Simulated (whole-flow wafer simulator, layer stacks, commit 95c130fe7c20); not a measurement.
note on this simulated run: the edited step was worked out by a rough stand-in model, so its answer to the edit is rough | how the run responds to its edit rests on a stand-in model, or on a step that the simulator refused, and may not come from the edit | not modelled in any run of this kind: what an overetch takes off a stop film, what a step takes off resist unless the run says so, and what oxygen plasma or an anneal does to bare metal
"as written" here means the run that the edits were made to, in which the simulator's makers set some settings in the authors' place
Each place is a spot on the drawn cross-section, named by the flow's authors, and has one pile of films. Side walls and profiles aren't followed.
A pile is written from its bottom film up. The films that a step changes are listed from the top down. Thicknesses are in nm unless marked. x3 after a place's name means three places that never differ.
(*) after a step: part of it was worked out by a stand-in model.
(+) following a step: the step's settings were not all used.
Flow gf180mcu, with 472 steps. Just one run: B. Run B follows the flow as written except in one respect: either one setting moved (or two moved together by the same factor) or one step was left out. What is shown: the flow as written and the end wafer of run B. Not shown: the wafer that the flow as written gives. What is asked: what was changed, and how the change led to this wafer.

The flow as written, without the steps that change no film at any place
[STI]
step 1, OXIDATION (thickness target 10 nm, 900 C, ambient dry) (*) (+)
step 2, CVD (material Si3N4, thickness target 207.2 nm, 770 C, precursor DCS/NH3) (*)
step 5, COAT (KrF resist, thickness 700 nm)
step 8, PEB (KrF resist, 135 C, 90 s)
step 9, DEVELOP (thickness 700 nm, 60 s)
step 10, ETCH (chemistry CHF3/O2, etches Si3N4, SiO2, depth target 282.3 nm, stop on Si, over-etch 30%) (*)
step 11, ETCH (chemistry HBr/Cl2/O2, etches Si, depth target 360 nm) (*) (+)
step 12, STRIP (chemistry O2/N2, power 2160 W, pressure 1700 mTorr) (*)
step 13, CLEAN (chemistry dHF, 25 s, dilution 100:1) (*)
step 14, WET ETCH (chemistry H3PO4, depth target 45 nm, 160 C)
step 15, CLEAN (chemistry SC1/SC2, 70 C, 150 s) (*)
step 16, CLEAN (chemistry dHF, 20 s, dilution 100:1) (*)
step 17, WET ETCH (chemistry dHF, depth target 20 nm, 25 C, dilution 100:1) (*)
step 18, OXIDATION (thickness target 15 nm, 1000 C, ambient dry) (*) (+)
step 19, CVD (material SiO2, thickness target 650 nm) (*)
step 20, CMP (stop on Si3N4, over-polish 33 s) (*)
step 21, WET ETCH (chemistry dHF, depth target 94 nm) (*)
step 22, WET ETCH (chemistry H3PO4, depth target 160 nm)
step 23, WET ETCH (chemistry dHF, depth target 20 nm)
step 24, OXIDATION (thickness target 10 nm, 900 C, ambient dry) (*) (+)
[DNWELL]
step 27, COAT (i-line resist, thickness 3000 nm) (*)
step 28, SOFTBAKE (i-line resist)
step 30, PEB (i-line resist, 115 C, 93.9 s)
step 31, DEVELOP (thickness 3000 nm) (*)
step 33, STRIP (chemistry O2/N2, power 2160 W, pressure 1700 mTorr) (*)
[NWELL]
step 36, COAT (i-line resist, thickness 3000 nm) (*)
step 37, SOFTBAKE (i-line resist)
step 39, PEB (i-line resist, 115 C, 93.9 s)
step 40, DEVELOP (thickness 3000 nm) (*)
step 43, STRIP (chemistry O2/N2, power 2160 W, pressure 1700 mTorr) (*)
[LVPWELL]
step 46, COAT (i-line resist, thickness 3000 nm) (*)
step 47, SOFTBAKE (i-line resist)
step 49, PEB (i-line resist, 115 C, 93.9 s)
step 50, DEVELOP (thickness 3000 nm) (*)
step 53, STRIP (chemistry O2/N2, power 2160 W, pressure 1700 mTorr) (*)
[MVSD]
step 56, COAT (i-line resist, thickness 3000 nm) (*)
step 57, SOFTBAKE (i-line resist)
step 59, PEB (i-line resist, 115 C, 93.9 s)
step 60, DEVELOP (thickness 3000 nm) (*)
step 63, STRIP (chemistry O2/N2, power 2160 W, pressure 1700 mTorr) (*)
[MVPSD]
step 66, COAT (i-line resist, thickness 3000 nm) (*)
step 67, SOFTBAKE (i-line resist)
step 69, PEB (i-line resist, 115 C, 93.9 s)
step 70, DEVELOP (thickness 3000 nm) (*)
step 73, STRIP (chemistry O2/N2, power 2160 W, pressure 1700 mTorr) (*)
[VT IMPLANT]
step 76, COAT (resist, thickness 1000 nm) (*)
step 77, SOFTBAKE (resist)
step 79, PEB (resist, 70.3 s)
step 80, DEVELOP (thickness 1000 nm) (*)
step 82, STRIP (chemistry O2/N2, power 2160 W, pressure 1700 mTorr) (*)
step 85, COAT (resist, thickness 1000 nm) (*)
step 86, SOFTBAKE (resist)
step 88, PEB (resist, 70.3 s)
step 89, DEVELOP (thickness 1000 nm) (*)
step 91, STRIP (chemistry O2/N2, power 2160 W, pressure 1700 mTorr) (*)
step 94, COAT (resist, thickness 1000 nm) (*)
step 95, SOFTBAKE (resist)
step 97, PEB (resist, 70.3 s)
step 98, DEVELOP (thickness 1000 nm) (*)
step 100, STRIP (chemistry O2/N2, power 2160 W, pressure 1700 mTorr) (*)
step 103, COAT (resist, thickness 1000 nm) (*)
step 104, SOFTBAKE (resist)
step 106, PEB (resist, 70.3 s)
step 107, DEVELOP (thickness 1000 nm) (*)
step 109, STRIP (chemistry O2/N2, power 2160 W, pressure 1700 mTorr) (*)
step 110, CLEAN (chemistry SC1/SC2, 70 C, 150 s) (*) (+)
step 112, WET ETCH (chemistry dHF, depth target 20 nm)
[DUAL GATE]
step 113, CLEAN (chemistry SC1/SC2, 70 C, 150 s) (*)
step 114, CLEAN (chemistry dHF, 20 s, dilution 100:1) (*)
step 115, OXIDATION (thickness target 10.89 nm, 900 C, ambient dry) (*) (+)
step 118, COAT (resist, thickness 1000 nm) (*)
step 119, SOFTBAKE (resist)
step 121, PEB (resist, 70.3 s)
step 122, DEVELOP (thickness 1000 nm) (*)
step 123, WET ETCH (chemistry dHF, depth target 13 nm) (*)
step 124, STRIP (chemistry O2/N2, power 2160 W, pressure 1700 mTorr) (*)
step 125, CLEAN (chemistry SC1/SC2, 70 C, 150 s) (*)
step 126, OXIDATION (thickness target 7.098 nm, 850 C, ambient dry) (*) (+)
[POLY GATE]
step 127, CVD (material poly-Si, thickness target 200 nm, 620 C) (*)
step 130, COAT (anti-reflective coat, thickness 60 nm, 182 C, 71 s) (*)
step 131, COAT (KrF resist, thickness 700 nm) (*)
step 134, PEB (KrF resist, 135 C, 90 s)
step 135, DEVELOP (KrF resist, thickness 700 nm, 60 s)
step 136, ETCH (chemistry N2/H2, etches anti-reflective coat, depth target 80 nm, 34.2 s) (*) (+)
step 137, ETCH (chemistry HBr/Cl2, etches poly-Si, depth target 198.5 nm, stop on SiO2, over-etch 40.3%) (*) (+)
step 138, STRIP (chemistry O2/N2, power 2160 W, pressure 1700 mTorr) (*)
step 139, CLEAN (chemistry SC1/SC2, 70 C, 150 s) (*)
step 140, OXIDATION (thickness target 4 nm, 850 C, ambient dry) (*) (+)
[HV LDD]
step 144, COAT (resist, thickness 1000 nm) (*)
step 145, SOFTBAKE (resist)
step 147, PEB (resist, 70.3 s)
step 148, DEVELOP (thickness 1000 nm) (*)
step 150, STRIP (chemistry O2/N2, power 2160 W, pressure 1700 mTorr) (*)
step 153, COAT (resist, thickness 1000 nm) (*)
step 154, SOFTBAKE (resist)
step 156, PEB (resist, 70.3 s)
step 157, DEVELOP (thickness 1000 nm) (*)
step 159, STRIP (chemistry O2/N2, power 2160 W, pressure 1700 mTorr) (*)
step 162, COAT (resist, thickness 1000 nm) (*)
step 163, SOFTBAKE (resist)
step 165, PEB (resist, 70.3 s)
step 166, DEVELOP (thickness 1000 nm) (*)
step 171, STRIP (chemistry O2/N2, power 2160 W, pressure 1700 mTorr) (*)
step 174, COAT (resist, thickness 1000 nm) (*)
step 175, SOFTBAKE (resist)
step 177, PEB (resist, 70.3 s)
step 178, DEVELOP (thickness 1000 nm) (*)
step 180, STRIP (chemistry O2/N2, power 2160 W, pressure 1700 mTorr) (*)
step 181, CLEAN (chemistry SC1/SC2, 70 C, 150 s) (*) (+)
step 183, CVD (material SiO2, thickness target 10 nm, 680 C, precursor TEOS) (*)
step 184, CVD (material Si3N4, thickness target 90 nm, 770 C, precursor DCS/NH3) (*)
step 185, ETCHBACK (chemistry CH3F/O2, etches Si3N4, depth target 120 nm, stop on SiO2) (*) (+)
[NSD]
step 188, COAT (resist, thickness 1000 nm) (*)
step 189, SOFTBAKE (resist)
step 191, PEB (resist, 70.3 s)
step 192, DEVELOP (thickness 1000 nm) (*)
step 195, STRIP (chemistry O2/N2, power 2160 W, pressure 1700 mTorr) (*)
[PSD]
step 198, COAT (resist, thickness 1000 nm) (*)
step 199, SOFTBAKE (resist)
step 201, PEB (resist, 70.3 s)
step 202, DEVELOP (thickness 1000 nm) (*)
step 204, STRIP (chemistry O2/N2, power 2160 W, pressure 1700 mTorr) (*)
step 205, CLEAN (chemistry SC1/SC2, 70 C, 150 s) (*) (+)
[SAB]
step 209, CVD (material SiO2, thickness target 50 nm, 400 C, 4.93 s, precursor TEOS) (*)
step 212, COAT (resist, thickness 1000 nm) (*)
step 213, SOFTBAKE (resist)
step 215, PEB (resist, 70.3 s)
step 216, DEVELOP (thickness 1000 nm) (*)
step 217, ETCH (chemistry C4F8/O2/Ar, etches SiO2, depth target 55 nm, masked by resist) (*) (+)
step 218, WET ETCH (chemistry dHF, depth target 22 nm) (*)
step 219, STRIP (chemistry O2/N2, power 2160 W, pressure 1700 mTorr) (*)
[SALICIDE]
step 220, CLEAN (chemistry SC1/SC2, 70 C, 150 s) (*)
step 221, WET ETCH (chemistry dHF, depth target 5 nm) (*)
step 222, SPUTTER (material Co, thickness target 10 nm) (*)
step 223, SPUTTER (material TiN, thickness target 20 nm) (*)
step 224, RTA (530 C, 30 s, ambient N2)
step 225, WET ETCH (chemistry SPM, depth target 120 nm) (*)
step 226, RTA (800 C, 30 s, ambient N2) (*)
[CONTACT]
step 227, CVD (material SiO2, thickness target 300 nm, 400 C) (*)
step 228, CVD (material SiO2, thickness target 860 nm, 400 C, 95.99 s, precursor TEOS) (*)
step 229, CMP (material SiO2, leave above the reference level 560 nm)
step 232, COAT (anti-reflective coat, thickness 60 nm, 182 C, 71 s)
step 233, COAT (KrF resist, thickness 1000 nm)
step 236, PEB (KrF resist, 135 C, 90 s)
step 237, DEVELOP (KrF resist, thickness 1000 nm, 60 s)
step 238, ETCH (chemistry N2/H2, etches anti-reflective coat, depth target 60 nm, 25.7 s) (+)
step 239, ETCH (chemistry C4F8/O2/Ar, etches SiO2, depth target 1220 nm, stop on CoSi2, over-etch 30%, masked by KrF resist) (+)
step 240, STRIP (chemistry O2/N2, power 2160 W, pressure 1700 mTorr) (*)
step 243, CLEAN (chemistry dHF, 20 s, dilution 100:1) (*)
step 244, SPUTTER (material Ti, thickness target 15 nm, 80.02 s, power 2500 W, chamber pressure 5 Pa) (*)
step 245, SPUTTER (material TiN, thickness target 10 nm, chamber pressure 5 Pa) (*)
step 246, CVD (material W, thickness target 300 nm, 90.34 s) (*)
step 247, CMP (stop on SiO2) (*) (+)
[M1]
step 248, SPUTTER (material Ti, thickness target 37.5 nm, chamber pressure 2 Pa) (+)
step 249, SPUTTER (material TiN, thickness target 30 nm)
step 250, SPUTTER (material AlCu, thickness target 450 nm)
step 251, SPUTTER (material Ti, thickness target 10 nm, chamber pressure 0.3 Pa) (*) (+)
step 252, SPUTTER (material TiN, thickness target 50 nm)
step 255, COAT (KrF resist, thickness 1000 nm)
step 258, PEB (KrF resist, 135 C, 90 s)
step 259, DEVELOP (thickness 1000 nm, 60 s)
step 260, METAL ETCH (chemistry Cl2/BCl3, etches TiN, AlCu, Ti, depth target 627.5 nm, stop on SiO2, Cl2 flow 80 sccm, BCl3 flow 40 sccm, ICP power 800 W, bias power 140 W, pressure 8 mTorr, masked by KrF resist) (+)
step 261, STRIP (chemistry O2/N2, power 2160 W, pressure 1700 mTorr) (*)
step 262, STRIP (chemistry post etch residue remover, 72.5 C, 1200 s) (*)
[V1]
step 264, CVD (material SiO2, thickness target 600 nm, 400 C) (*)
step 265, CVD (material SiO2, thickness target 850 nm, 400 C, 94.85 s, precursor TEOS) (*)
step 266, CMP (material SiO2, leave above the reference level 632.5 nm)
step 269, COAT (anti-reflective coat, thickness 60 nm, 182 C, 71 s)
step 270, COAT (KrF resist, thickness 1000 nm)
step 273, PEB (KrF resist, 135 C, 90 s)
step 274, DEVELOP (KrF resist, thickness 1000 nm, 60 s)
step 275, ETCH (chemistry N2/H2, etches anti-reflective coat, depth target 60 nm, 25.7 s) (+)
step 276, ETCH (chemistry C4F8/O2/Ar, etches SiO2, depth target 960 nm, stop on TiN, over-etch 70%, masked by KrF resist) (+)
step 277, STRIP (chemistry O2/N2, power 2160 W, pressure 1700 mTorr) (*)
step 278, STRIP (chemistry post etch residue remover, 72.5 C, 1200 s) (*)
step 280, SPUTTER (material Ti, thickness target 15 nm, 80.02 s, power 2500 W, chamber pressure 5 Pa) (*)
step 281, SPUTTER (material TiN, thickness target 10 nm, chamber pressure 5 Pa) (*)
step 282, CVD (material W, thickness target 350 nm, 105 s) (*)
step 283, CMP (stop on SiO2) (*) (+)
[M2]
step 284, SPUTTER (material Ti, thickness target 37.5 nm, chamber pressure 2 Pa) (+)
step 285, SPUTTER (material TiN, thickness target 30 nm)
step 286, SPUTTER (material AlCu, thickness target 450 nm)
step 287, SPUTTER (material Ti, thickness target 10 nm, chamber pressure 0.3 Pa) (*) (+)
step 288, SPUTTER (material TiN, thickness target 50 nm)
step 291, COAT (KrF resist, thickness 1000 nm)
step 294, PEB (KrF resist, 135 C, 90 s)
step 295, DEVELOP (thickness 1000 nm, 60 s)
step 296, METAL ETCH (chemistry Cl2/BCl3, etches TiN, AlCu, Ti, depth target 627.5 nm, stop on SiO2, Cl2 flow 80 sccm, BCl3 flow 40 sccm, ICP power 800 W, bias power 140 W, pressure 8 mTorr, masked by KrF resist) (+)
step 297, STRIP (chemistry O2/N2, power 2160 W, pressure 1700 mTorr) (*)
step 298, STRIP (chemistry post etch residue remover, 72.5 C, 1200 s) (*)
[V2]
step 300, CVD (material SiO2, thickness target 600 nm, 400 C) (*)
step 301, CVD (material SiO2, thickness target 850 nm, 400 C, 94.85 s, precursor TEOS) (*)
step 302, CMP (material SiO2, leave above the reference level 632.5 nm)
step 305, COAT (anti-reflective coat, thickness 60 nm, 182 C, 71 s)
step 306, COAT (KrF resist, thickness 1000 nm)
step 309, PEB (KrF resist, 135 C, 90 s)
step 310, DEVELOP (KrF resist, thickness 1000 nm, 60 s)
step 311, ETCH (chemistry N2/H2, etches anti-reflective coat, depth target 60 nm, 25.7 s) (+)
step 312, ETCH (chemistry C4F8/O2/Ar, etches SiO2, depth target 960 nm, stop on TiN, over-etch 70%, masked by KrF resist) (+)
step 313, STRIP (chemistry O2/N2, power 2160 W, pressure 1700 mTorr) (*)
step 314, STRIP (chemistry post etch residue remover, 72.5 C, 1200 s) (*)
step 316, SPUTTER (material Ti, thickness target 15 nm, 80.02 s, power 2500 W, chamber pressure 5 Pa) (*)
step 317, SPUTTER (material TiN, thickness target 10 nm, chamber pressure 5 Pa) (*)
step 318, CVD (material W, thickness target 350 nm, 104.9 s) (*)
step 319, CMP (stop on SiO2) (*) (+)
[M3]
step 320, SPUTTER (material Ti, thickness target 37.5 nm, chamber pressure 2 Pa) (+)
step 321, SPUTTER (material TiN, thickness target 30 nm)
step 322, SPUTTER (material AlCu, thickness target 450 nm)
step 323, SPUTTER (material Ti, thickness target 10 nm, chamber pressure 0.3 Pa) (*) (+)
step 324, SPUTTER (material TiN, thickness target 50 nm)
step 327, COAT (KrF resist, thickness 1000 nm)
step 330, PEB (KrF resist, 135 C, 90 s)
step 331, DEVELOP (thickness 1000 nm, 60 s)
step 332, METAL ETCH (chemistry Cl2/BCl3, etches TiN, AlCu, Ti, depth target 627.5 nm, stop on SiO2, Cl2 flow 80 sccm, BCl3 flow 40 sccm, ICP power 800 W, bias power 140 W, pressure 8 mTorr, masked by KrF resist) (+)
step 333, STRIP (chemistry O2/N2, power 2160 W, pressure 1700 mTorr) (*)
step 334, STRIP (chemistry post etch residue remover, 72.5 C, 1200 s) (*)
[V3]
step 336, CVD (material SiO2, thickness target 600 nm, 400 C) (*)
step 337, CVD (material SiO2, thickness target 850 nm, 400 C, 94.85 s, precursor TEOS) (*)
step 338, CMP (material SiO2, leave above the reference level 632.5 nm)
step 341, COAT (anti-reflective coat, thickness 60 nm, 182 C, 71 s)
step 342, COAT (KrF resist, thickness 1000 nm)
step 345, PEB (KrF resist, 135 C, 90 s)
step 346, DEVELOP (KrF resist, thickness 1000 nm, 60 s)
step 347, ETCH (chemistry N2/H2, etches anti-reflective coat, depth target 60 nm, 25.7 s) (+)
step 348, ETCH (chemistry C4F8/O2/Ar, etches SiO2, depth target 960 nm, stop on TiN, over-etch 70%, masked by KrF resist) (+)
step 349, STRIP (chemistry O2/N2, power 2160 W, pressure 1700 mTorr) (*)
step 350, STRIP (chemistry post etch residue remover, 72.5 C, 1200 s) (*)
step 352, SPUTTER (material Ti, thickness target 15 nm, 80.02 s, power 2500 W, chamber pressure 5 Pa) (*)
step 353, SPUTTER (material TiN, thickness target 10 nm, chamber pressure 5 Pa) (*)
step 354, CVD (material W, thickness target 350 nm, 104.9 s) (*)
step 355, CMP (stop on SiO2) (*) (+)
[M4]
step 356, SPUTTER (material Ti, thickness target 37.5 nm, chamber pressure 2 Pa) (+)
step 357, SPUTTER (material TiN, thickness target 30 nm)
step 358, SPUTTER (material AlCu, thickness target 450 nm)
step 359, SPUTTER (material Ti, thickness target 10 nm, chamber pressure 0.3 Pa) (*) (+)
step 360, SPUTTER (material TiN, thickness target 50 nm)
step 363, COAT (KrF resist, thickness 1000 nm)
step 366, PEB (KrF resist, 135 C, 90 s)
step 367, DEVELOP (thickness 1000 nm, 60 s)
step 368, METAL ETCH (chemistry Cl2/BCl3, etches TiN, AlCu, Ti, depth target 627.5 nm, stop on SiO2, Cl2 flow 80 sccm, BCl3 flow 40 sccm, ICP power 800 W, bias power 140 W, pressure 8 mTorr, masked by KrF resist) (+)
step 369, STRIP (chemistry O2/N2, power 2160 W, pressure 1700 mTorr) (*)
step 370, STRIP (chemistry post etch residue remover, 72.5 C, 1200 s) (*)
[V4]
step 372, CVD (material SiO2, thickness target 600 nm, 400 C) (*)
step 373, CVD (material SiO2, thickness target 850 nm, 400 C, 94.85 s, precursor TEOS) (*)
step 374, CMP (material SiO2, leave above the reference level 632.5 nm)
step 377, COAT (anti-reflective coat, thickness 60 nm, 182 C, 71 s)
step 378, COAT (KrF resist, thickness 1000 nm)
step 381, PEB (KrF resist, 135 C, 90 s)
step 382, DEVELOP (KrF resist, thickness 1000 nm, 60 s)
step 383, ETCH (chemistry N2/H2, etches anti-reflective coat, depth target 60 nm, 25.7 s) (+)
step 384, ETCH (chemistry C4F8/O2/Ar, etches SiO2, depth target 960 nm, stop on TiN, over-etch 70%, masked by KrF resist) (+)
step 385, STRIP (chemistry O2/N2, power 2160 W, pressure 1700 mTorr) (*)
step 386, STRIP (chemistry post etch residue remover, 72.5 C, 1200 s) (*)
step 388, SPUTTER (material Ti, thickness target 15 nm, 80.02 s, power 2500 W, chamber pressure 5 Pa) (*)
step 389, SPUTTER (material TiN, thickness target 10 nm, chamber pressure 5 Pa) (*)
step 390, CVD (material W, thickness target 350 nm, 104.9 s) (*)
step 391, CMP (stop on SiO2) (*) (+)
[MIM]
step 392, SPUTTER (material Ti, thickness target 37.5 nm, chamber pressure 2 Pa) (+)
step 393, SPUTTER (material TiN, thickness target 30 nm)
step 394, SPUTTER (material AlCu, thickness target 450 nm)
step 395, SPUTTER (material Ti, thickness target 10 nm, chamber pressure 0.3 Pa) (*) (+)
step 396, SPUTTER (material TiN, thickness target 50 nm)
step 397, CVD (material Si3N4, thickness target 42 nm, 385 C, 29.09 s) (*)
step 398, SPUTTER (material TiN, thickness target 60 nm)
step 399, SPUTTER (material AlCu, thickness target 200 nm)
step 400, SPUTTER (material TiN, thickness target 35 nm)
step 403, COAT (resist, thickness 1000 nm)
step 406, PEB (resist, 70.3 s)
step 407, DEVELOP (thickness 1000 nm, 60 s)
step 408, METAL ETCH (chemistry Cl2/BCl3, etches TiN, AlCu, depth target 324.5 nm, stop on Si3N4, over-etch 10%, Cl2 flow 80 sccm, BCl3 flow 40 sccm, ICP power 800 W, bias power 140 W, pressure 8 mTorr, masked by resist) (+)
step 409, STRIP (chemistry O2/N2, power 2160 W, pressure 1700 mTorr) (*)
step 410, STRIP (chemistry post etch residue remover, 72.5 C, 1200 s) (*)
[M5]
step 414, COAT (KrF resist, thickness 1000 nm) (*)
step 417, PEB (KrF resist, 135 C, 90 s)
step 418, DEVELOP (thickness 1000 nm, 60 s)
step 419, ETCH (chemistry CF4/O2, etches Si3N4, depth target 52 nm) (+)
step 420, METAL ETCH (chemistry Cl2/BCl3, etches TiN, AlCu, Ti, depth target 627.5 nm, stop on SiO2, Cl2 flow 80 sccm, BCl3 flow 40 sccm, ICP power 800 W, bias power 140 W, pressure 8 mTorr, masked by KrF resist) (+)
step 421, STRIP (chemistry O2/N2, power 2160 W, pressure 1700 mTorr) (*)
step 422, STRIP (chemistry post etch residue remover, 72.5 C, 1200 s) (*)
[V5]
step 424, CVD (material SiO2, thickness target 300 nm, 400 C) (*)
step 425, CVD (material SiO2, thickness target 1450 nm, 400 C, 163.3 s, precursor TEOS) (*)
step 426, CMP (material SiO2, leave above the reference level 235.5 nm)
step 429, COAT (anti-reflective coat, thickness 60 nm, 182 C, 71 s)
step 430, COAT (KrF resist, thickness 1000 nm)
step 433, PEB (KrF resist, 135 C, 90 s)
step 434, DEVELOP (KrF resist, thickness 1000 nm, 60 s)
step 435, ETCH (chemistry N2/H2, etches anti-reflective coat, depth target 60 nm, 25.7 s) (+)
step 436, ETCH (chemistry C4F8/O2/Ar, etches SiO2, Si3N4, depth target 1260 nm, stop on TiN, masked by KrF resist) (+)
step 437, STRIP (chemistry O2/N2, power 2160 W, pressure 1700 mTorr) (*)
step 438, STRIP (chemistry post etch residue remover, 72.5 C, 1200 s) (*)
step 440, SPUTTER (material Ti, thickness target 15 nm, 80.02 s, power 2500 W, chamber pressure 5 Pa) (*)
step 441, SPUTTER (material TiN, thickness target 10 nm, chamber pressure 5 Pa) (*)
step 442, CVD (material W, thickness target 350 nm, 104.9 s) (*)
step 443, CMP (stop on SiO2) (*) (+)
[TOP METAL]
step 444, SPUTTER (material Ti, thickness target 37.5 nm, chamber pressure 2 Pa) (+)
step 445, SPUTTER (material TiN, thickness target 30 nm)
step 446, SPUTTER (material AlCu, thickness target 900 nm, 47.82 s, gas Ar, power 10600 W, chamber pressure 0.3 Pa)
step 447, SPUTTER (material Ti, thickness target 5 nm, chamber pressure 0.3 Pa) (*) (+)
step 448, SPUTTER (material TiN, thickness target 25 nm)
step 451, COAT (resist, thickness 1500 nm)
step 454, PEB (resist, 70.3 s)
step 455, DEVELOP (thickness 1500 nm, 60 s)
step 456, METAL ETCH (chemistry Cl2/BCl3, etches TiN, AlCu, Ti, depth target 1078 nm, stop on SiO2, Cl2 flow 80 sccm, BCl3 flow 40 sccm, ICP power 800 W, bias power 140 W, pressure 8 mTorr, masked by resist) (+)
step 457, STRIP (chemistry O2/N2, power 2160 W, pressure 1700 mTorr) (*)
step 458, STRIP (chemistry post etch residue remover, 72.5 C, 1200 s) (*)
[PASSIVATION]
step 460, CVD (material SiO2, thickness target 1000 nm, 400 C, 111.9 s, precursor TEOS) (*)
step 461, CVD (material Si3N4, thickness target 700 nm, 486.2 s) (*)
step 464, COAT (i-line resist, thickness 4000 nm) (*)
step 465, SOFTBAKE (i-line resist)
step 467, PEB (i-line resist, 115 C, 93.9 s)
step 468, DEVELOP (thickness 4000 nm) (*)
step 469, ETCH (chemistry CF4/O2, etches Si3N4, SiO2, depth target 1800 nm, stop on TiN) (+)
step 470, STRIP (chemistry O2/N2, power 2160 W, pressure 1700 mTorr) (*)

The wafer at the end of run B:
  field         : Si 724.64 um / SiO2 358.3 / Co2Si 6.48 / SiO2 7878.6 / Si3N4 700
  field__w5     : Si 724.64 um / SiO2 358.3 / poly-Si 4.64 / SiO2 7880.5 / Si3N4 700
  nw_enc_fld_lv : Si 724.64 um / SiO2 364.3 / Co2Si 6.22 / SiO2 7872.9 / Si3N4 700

What caused this: step 137, ETCH: depth target 137 nm was run, whereas the flow has depth target 198.5 nm.

Step by step, how the change led to this:
  step 137, ETCH (chemistry HBr/Cl2, etches poly-Si, depth target 198.5 nm, stop on SiO2, over-etch 40.3%) (*) (+)
      field__w3, field__w12, field_sub and 14 more: -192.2 poly-Si (as written it would have been: -199 poly-Si (all of it), -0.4 SiO2)
      field__w6, sti, m1 and 11 more: -192.2 poly-Si (as written it would have been: -198.8 poly-Si (all of it), -0.4 SiO2)
      (also at 61 further places)
  step 138, STRIP (chemistry O2/N2, power 2160 W, pressure 1700 mTorr) (*)
      field, field__w1, field__w2 and 61 more: +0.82 chemical SiO2 (new film), -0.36 poly-Si (as written it would have been: nothing)
      gate: +0.68 chemical SiO2 (new film), -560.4 KrF resist (all of it), -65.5 anti-reflective coat (all of it), -0.3 poly-Si (as written it would have been: +0.68 chemical SiO2 (new film), -531.7 KrF resist (all of it), -65.5 anti-reflective coat (all of it), -0.3 poly-Si)
      (also at 27 further places)
  step 139, CLEAN (chemistry SC1/SC2, 70 C, 150 s) (*)
      field, field__w1, field__w2 and 34 more: -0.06 chemical SiO2, -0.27 poly-Si (as written it would have been: -0.68 SiO2)
  step 140, OXIDATION (thickness target 4 nm, 850 C, ambient dry) (*) (+)
      field, field__w1, field__w2 and 21 more: +4 SiO2 (new film), -0.76 chemical SiO2 (all of it), -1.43 poly-Si (as written it would have been: +0.15 SiO2, -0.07 Si)
      active_hv, active_nat, ld_sd_n and 11 more: +4 SiO2 (new film), -0.76 chemical SiO2 (all of it), -1.43 poly-Si (as written it would have been: +0.96 SiO2, -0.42 Si)
      (also at 26 further places)
  step 145, SOFTBAKE (resist)
      nw_enc_fld_lv__w3: -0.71 resist (as written it would have been: +2.63 resist)
      field_sub: +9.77 resist (as written it would have been: +10.3 resist)
      (also at 5 further places)
  step 154, SOFTBAKE (resist)
      nw_enc_fld_lv__w3: -0.71 resist (as written it would have been: +2.63 resist)
      field_sub: +9.77 resist (as written it would have been: +10.3 resist)
      (also at 5 further places)
  step 163, SOFTBAKE (resist)
      nw_enc_fld_lv__w3: -0.71 resist (as written it would have been: +2.63 resist)
      field_sub: +9.77 resist (as written it would have been: +10.3 resist)
      (also at 5 further places)
  step 175, SOFTBAKE (resist)
      nw_enc_fld_lv__w3: -0.71 resist (as written it would have been: +2.63 resist)
      field_sub: +9.77 resist (as written it would have been: +10.3 resist)
      (also at 5 further places)
  step 189, SOFTBAKE (resist)
      active_hv: -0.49 resist (as written it would have been: +2.68 resist)
      field_sub: +10.7 resist (as written it would have been: +11.3 resist)
      (also at 3 further places)
  step 199, SOFTBAKE (resist)
      active_hv: -0.49 resist (as written it would have been: +2.68 resist)
      field_sub: +10.7 resist (as written it would have been: +11.3 resist)
      (also at 3 further places)
  step 213, SOFTBAKE (resist)
      field_sub: +11 resist (as written it would have been: +11.7 resist)
      ld_acc_n: -10.8 resist (as written it would have been: -11.4 resist)
      (also at 5 further places)
  step 218, WET ETCH (chemistry dHF, depth target 22 nm) (*)
      field__w7, field__w8, field__w11 and 14 more: -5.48 SiO2 (all of it) (as written it would have been: -24.6 SiO2)
      field, field__w10, sti and 13 more: -5.48 SiO2 (all of it) (as written it would have been: -24.5 SiO2)
      (also at 40 further places)
  step 219, STRIP (chemistry O2/N2, power 2160 W, pressure 1700 mTorr) (*)
      field, field__w1, field__w2 and 47 more: +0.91 chemical SiO2 (new film), -0.4 poly-Si (as written it would have been: nothing)
  step 220, CLEAN (chemistry SC1/SC2, 70 C, 150 s) (*)
      field, field__w1, field__w2 and 47 more: -0.16 chemical SiO2, -0.23 poly-Si (as written it would have been: -0.68 SiO2)
  step 221, WET ETCH (chemistry dHF, depth target 5 nm) (*)
      field, field__w1, field__w2 and 23 more: -0.76 chemical SiO2 (all of it) (as written it would have been: -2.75 SiO2)
      field__w6, field__w11, field__w12 and 17 more: -0.76 chemical SiO2 (all of it) (as written it would have been: -2.76 SiO2)
      (also at 4 further places)
  step 223, SPUTTER (material TiN, thickness target 20 nm) (*)
      field__w2: +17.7 TiN (new film) (as written it would have been: +17 TiN (new film))
      field__w3: +16.5 TiN (new film) (as written it would have been: +15.7 TiN (new film))
      (also at 5 further places)
  ... another 6 steps ...
  step 239, ETCH (chemistry C4F8/O2/Ar, etches SiO2, depth target 1220 nm, stop on CoSi2, over-etch 30%, masked by KrF resist) (+)
      polyc_n, polyc_p: -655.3 SiO2 (all of it) (as written it would have been: -639.1 SiO2 (all of it))
